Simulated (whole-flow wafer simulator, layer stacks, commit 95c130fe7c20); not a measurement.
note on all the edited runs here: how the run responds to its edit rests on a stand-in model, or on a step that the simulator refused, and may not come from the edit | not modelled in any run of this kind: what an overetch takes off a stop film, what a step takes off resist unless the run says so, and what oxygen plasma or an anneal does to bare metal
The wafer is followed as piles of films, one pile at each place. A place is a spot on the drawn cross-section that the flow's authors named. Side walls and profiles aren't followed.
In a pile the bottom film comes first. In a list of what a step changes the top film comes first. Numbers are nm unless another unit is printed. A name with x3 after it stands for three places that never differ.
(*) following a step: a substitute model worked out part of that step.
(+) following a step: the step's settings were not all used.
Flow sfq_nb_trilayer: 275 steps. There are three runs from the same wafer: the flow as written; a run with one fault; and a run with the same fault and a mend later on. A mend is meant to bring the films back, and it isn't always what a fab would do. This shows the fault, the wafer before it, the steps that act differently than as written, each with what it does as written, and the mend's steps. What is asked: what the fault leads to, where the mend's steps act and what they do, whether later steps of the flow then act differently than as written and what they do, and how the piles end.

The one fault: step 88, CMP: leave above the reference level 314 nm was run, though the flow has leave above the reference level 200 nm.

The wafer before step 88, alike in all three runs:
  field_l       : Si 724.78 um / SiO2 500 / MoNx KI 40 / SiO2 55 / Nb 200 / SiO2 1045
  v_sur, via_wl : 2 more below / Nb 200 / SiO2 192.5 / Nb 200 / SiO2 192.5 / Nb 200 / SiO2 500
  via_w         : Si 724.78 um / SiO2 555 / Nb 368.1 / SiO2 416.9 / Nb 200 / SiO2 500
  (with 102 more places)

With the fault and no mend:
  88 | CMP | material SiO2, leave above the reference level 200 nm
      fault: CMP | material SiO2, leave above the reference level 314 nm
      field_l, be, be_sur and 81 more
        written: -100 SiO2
        fault: nothing
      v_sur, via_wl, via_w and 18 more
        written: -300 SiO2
        fault: -186 SiO2
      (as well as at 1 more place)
  Steps later in the flow that act otherwise than as written (6 more steps, not shown, differ only slightly: by at most 2% or 0.5 nm, whichever is larger):
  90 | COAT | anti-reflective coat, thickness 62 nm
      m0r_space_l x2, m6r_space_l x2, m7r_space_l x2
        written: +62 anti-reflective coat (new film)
        fault: +64 anti-reflective coat (new film)
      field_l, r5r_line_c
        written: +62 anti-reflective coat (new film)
        fault: +64.2 anti-reflective coat (new film)
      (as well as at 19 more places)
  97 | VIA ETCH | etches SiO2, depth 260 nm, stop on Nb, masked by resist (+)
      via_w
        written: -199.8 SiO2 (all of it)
        fault: -260 SiO2
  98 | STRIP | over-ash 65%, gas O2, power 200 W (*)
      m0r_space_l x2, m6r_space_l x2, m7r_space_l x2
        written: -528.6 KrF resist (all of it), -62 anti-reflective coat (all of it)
        fault: -530.9 KrF resist (all of it), -64 anti-reflective coat (all of it)
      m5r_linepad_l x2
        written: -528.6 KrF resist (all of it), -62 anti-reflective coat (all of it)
        fault: -526.6 KrF resist (all of it), -68.4 anti-reflective coat (all of it)
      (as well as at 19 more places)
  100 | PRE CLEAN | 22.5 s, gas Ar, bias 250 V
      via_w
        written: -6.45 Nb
        fault: -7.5 SiO2
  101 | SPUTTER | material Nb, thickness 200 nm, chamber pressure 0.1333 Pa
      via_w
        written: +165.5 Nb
        fault: +152.6 Nb (new film)
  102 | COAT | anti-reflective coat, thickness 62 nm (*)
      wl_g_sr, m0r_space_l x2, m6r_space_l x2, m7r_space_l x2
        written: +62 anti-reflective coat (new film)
        fault: +63.8 anti-reflective coat (new film)
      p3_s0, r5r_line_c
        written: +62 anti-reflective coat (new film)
        fault: +63.6 anti-reflective coat (new film)
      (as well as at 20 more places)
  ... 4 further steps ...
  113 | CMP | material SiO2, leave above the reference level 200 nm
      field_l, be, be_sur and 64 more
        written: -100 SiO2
        fault: -86 SiO2
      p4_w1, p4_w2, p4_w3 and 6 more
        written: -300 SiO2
        fault: -286 SiO2
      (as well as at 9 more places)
  At field_l, v_sur, via_wl and 103 more, the piles at the end differ from the flow's by more than 2% or 0.5 nm, whichever is larger.
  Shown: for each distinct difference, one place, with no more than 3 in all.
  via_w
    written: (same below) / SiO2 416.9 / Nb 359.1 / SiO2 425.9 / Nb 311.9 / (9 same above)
    fault: (same below) / SiO2 416.9 / Nb 200 / SiO2 46.3 / Nb 152.6 / SiO2 500.1 / Nb 311.9 / (9 same above)
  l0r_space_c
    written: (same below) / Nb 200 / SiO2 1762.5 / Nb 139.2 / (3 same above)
    fault: (same below) / Nb 200 / SiO2 1876.5 / Nb 139.2 / (3 same above)
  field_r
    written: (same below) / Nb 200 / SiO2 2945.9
    fault: (same below) / Nb 200 / SiO2 3059.9

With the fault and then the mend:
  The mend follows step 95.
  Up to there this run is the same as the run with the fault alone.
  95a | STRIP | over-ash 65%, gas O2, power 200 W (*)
      res, r_end, moat, field_r, lsp_l, ln_m5, lsp_m, ln_m6
        -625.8 KrF resist (all of it), -62.1 anti-reflective coat (all of it)
      p4_w1, p3_s2, p3_l3, p3_s3, p3_l4, p3_s4, p3_l5
        -625.6 KrF resist (all of it), -62.1 anti-reflective coat (all of it)
      m0r_line_l x2, m6r_line_l x2, m7r_line_l x2
        -627.5 KrF resist (all of it), -62.4 anti-reflective coat (all of it)
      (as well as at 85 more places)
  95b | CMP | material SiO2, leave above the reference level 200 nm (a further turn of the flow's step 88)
      field_l, be, be_sur and 81 more
        -100 SiO2
      v_sur, via_wl, via_w and 19 more
        -114 SiO2
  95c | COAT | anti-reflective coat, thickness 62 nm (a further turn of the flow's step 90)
      field_l, v_sur, via_wl and 103 more
        +62 anti-reflective coat (new film)
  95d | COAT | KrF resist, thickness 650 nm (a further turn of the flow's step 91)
      field_l, v_sur, via_wl and 103 more
        +650 KrF resist (new film)
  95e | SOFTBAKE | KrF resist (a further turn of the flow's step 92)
      alters no film at any place that is followed
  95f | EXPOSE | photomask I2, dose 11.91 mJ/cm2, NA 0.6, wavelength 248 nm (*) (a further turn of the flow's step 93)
      alters no film at any place that is followed
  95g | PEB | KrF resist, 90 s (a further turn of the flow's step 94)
      field_l, v_sur, via_wl and 103 more
        -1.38 KrF resist
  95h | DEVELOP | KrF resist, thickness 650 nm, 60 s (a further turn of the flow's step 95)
      field_l, v_sur, via_wl and 102 more
        -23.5 KrF resist
      via_w
        -648.6 KrF resist (all of it)
  None of the later steps of the flow acts differently than as written at any place that is followed.
  By the end, the piles equal the flow's at every place that both follow.
